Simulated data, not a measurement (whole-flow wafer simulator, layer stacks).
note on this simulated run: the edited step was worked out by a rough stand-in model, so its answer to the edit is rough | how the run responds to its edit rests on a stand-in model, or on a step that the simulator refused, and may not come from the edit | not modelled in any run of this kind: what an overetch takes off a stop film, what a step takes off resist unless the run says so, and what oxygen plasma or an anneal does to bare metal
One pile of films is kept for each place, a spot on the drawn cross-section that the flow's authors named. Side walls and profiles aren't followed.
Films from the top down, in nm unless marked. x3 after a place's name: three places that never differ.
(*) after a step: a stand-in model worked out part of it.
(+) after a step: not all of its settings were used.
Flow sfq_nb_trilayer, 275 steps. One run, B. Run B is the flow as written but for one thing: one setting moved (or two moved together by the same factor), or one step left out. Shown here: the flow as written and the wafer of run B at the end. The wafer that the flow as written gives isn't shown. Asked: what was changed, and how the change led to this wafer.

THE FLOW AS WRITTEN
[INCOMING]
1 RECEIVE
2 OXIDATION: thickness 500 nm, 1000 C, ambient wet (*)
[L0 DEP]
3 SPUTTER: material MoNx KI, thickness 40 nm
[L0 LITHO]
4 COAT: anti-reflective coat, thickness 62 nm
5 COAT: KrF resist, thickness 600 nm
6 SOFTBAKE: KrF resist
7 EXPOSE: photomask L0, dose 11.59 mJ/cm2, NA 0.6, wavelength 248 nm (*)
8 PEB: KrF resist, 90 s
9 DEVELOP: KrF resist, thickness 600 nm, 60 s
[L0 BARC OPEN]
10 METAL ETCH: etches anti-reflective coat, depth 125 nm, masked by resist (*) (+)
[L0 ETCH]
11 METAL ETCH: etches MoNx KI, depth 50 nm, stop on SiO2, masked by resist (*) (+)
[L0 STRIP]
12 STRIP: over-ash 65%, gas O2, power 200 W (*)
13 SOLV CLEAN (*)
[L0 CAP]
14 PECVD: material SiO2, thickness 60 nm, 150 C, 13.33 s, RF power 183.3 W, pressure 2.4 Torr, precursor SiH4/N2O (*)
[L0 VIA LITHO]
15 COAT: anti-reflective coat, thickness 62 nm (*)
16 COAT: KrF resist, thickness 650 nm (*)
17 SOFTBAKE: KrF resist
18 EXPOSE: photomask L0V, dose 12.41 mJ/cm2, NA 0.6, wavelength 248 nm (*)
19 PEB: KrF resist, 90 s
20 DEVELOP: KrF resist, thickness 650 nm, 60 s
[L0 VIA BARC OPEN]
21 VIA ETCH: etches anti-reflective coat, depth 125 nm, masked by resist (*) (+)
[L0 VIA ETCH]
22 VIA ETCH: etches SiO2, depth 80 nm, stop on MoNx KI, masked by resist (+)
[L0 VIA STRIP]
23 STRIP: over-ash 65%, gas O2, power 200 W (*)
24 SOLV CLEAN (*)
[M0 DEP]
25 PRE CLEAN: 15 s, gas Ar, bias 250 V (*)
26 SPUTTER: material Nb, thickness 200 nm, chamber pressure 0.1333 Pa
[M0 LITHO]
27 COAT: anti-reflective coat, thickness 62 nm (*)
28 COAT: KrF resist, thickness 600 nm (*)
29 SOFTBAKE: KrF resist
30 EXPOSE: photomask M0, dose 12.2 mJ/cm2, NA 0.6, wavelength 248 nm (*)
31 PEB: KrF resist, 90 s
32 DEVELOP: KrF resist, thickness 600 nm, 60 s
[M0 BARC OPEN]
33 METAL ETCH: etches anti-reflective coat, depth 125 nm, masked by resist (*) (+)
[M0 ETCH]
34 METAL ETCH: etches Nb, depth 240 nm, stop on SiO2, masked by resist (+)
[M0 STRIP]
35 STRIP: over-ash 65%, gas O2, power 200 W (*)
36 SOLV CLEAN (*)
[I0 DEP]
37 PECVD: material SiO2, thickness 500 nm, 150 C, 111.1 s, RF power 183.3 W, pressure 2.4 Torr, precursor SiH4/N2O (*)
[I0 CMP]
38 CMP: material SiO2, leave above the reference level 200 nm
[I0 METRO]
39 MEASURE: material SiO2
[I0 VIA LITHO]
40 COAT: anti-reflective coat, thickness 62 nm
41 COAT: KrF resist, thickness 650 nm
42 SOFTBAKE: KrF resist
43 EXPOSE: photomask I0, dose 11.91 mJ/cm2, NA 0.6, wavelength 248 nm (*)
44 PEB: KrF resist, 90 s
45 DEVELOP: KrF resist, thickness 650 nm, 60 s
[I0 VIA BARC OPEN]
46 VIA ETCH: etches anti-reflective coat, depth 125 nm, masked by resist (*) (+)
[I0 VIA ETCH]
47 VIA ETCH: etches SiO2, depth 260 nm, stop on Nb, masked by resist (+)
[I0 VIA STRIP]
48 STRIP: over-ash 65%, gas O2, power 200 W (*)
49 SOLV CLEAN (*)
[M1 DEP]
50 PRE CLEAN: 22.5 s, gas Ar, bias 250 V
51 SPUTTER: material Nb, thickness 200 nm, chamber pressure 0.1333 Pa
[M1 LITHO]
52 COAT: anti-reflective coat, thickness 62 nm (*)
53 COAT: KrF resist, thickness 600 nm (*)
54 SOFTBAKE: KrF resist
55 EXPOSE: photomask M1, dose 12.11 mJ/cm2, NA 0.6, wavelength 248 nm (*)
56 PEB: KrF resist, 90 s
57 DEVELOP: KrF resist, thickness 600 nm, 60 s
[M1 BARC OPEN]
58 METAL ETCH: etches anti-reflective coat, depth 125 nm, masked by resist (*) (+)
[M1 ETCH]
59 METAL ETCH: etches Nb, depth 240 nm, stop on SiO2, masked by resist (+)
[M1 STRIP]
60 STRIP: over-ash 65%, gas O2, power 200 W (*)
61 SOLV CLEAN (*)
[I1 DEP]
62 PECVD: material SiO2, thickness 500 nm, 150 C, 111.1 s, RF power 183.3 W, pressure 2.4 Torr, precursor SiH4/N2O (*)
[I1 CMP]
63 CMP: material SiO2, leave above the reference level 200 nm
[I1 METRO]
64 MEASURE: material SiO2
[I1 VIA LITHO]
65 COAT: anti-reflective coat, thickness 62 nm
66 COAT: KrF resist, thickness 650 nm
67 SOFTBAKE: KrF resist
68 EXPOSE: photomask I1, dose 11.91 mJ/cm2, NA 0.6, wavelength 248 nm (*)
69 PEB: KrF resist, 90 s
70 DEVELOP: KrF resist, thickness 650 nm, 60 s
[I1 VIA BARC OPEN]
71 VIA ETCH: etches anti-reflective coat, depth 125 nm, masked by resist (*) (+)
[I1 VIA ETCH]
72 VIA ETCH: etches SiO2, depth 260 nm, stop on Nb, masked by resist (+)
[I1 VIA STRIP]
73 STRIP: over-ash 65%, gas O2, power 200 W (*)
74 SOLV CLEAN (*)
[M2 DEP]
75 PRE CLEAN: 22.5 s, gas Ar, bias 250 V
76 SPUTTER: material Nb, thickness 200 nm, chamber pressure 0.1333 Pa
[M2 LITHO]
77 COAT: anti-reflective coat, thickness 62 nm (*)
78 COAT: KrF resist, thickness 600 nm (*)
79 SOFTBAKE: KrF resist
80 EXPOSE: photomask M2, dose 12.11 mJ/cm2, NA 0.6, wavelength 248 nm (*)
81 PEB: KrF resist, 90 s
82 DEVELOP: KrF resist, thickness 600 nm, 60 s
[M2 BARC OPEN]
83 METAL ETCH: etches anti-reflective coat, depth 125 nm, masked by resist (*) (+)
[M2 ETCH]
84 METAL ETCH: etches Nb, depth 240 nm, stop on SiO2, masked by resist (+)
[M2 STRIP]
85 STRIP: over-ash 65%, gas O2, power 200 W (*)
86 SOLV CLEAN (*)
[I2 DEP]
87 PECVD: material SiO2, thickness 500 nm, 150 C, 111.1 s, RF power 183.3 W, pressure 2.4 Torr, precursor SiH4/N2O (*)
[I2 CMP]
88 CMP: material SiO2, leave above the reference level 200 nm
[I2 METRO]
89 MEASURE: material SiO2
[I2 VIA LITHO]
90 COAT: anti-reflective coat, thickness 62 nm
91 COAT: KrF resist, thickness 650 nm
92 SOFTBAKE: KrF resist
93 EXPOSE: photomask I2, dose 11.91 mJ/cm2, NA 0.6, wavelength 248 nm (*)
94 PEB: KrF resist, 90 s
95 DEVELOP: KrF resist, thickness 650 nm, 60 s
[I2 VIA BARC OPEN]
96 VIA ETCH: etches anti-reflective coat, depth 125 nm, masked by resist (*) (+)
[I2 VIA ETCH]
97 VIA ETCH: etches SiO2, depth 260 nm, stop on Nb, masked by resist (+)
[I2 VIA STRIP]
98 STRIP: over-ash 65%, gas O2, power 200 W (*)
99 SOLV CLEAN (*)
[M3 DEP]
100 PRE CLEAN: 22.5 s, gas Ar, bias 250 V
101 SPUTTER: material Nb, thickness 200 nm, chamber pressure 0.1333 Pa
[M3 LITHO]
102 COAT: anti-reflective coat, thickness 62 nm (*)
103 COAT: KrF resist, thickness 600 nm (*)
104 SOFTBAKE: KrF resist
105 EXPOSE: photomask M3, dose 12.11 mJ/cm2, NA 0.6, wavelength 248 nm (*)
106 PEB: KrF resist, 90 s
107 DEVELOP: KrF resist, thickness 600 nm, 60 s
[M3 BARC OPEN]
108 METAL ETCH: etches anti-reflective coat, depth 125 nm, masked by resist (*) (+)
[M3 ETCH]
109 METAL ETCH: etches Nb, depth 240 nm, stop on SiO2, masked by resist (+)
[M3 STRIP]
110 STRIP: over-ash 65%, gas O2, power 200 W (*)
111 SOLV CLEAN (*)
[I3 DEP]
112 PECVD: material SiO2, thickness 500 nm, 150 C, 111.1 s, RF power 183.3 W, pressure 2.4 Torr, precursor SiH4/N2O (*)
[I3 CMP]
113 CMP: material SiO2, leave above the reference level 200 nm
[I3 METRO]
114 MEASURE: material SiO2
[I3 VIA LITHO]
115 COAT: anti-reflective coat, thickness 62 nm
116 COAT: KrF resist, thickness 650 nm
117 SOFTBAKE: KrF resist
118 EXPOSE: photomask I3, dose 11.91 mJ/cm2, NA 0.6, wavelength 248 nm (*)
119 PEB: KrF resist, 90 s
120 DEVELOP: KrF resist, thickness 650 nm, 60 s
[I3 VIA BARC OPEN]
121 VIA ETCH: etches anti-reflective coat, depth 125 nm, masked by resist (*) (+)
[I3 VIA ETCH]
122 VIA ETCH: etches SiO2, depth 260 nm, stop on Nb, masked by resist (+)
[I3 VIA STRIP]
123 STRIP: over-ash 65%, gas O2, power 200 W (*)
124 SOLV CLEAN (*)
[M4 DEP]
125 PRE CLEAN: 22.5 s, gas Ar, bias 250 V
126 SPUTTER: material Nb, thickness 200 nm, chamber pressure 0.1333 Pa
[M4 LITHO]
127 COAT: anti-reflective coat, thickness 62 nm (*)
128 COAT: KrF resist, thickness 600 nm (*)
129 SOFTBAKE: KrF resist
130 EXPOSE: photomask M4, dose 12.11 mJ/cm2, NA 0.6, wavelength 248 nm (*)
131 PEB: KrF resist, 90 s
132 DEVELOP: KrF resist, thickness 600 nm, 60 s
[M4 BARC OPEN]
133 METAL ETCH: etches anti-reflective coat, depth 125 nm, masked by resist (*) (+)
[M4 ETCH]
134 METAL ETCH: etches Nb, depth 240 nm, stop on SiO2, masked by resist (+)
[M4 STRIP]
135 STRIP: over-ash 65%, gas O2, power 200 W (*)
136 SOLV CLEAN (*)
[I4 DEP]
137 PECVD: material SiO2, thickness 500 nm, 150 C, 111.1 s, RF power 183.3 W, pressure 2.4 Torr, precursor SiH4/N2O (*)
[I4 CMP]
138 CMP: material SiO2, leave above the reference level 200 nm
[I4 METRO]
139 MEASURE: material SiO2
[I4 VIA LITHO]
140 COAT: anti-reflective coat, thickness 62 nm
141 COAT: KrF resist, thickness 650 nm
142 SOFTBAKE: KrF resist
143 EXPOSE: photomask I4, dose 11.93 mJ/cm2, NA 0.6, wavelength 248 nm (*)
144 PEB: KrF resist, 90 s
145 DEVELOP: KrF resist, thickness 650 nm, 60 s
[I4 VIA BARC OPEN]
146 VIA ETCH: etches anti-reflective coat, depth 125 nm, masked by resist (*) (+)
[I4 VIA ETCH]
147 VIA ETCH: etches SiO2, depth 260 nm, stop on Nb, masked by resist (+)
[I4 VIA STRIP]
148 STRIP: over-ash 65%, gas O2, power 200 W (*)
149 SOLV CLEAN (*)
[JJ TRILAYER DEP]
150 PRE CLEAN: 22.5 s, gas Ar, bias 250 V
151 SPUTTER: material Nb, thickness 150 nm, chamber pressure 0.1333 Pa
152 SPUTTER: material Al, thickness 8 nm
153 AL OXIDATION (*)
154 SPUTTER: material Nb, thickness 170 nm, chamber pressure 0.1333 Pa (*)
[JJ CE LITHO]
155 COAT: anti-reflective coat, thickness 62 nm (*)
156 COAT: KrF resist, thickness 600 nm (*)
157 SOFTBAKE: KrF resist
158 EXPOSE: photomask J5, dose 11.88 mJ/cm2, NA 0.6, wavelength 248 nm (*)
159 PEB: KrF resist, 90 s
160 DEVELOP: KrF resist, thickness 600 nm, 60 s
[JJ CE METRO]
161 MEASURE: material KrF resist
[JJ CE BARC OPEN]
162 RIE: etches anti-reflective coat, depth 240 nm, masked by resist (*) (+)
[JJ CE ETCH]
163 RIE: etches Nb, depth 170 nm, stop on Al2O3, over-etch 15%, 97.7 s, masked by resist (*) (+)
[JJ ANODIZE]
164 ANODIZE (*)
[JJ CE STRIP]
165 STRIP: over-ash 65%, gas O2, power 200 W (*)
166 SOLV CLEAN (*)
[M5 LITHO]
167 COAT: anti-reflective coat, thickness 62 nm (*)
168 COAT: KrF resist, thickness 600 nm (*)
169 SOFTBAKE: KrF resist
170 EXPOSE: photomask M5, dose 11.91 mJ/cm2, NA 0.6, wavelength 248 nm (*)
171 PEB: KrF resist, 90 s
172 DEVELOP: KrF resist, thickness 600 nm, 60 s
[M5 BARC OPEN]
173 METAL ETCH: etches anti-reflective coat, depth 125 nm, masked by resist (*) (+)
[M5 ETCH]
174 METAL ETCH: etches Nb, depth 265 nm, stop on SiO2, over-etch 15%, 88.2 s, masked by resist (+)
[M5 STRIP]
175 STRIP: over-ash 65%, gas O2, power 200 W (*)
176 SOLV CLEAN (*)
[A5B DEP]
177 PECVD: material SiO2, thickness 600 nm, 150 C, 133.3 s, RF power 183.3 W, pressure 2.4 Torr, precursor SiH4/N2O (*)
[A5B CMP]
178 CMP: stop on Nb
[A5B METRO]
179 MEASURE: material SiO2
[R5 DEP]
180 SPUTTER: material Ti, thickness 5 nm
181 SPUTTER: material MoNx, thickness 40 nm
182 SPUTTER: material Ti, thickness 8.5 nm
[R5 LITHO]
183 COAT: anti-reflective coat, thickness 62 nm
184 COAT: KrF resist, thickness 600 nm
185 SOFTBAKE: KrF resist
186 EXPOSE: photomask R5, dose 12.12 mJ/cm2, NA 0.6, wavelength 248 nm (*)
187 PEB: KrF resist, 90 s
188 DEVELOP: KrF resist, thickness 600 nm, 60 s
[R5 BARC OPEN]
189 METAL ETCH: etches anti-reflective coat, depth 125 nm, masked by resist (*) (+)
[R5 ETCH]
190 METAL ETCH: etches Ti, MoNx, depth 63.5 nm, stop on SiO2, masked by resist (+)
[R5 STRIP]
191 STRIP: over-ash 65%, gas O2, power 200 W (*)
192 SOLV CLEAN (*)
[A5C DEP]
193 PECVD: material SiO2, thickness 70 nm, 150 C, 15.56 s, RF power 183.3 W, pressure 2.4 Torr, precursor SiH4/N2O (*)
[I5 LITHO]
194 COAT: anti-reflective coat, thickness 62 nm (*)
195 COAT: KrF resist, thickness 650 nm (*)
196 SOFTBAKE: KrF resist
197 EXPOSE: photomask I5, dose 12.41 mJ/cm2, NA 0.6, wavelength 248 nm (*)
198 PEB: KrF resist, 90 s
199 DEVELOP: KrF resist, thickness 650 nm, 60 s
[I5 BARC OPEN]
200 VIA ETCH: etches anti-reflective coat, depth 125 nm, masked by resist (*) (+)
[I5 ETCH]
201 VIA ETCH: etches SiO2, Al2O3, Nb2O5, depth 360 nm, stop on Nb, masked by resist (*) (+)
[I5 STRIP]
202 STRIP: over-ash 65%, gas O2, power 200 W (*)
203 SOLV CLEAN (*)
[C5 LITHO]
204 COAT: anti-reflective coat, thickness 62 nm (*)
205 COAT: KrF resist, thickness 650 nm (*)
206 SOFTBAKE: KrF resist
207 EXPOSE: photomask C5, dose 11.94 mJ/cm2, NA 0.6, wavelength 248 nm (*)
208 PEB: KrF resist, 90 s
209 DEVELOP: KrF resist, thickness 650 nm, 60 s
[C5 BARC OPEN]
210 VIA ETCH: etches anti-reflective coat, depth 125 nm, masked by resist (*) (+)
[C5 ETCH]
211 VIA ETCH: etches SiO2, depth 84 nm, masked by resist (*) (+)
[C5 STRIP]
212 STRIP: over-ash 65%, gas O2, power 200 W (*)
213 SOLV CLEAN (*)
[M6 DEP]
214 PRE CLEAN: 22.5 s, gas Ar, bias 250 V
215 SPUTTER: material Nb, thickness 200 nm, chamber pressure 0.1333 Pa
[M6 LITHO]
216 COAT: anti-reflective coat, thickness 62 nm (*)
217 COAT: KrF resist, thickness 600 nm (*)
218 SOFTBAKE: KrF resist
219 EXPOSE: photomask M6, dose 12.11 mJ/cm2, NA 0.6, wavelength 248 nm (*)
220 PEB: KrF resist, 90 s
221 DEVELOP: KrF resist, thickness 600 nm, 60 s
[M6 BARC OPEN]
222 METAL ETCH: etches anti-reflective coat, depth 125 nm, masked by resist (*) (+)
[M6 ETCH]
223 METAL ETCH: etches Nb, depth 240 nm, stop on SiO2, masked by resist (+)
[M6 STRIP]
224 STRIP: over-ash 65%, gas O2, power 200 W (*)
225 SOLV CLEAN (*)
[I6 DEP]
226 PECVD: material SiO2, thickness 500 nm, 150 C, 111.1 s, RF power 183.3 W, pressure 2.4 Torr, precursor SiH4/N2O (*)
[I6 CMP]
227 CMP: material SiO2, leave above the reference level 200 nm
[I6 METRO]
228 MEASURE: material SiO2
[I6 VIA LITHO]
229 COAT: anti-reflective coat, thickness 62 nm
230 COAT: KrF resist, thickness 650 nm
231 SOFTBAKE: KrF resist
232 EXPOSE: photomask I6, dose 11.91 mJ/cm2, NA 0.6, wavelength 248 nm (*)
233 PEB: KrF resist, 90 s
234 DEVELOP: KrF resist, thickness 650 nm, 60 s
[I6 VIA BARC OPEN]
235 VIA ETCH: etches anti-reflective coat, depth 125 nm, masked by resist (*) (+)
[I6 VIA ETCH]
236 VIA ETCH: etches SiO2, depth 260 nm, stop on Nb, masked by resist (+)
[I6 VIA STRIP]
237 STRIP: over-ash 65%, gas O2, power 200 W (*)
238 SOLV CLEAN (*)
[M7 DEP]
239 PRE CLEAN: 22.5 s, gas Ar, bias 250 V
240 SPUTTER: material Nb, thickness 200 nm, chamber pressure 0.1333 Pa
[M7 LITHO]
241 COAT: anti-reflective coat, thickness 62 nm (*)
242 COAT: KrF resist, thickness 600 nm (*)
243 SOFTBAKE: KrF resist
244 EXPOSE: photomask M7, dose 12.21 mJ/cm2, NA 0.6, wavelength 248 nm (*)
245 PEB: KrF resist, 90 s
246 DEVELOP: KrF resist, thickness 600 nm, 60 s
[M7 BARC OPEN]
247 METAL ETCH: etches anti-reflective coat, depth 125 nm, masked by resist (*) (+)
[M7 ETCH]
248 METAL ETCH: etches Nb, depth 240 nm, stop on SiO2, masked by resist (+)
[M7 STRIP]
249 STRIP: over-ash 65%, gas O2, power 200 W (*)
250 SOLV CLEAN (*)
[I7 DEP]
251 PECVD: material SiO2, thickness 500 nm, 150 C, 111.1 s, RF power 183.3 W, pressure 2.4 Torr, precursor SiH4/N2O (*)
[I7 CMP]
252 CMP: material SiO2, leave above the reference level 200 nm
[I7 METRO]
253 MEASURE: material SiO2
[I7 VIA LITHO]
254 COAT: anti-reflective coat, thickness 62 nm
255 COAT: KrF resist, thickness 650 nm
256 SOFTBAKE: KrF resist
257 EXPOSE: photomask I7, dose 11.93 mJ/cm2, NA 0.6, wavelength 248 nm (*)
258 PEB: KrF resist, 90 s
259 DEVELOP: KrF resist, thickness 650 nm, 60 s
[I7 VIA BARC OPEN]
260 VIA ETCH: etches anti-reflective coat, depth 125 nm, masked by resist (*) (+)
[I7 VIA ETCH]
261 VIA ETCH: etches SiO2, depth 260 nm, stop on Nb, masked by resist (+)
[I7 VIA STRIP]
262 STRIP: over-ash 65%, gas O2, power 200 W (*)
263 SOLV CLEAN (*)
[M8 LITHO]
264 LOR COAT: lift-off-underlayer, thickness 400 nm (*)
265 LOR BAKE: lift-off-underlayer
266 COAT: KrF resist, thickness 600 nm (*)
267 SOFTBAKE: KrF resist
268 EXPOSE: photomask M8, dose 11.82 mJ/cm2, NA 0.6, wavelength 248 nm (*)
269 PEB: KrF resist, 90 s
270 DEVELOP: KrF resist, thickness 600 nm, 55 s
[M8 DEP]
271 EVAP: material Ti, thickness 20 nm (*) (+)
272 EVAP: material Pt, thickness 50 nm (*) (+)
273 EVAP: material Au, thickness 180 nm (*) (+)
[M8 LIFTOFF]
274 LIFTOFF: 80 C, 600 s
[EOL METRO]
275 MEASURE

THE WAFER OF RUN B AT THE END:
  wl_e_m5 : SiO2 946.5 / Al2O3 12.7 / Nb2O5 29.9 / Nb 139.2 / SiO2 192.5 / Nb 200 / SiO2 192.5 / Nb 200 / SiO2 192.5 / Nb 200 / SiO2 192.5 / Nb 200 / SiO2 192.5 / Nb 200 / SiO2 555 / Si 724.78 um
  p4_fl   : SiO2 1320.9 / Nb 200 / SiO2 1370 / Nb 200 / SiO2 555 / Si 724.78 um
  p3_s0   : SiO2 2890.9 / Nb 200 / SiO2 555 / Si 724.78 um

The cause: step 251, PECVD: thickness 345 nm was run, where the flow has thickness 500 nm; step 251, PECVD: 76.67 s was run, where the flow has 111.1 s.

How the change led to this, step by step:
  251 PECVD: material SiO2, thickness 500 nm, 150 C, 111.1 s, RF power 183.3 W, pressure 2.4 Torr, precursor SiH4/N2O (*)
      field_l, p4_fl, p4_fm and 56 more: SiO2 +345 (as written it would be: SiO2 +500)
      v_sur, via_wl, via_w and 37 more: SiO2 +345 (new film) (as written it would be: SiO2 +500 (new film))
      (and at 7 more places)
  252 CMP: material SiO2, leave above the reference level 200 nm
      field_l, p4_fl, p4_fm and 56 more: nothing (as written it would be: SiO2 -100)
      field_r, lsp_l: nothing (as written it would be: SiO2 -77.7)
      (and at 45 more places)
  254 COAT: anti-reflective coat, thickness 62 nm
      be_sur, gap, jj_sur, ce_l, c5j, ce_r, sp_r, be_r: anti-reflective coat +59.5 (new film) (as written it would be: anti-reflective coat +62 (new film))
      m0r_line_l, m0r_line_r, m5r_line_l, m6r_line_l x2: anti-reflective coat +63.5 (new film) (as written it would be: anti-reflective coat +62 (new film))
      (and at 74 more places)
  255 COAT: KrF resist, thickness 650 nm
      lsp_m, ln_m6: KrF resist +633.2 (new film) (as written it would be: KrF resist +650 (new film))
      v_sur: KrF resist +633.3 (new film) (as written it would be: KrF resist +650 (new film))
      (and at 17 more places)
  259 DEVELOP: KrF resist, thickness 650 nm, 60 s
      via_wl: KrF resist -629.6 (all of it) (as written it would be: KrF resist -648.6 (all of it))
      via_w: KrF resist -633 (all of it) (as written it would be: KrF resist -648.6 (all of it))
      (and at 1 more place)
  260 VIA ETCH: etches anti-reflective coat, depth 125 nm, masked by resist (*) (+)
      field_l, v_sur, via_sp and 100 more: KrF resist -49 (as written it would be: KrF resist -51.7)
      via_wl, via_w: anti-reflective coat -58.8 (all of it), SiO2 -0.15 (as written it would be: anti-reflective coat -62 (all of it), SiO2 -0.16)
      (and at 1 more place)
  262 STRIP: over-ash 65%, gas O2, power 200 W (*)
      jj_sur, ce_l, c5j, ce_r: KrF resist -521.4 (all of it), anti-reflective coat -59.5 (all of it) (as written it would be: KrF resist -528.6 (all of it), anti-reflective coat -62 (all of it))
      m0r_line_l, m0r_line_r, m6r_line_l x2: KrF resist -541.6 (all of it), anti-reflective coat -63.5 (all of it) (as written it would be: KrF resist -528.6 (all of it), anti-reflective coat -62 (all of it))
      (and at 76 more places)
  264 LOR COAT: lift-off-underlayer, thickness 400 nm (*)
      m0r_line_l, m0r_line_r, m6r_line_l x2: lift-off-underlayer +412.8 (new film) (as written it would be: lift-off-underlayer +400 (new film))
      m0r_space_l, m0r_space_r, m6r_space_l x2: lift-off-underlayer +416.8 (new film) (as written it would be: lift-off-underlayer +400 (new film))
      (and at 59 more places)
  270 DEVELOP: KrF resist, thickness 600 nm, 55 s
      field_l: KrF resist -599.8 (all of it), lift-off-underlayer -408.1 (all of it) (as written it would be: KrF resist -593.7 (all of it), lift-off-underlayer -388.2 (all of it))
      v_sur: KrF resist -600.3 (all of it), lift-off-underlayer -351.1 (all of it) (as written it would be: KrF resist -607.3 (all of it), lift-off-underlayer -369.4 (all of it))
      (and at 9 more places)
  274 LIFTOFF: 80 C, 600 s
      m0r_line_l, m0r_line_r, m6r_line_l x2: Au -180 (all of it), Pt -50 (all of it), Ti -20 (all of it), KrF resist -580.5 (all of it), lift-off-underlayer -412.8 (all of it) (as written it would be: Au -180 (all of it), Pt -50 (all of it), Ti -20 (all of it), KrF resist -576.2 (all of it), lift-off-underlayer -400 (all of it))
      m0r_space_l, m0r_space_r, m6r_space_l x2: Au -180 (all of it), Pt -50 (all of it), Ti -20 (all of it), KrF resist -577.3 (all of it), lift-off-underlayer -416.8 (all of it) (as written it would be: Au -180 (all of it), Pt -50 (all of it), Ti -20 (all of it), KrF resist -576.2 (all of it), lift-off-underlayer -400 (all of it))
      (and at 48 more places)
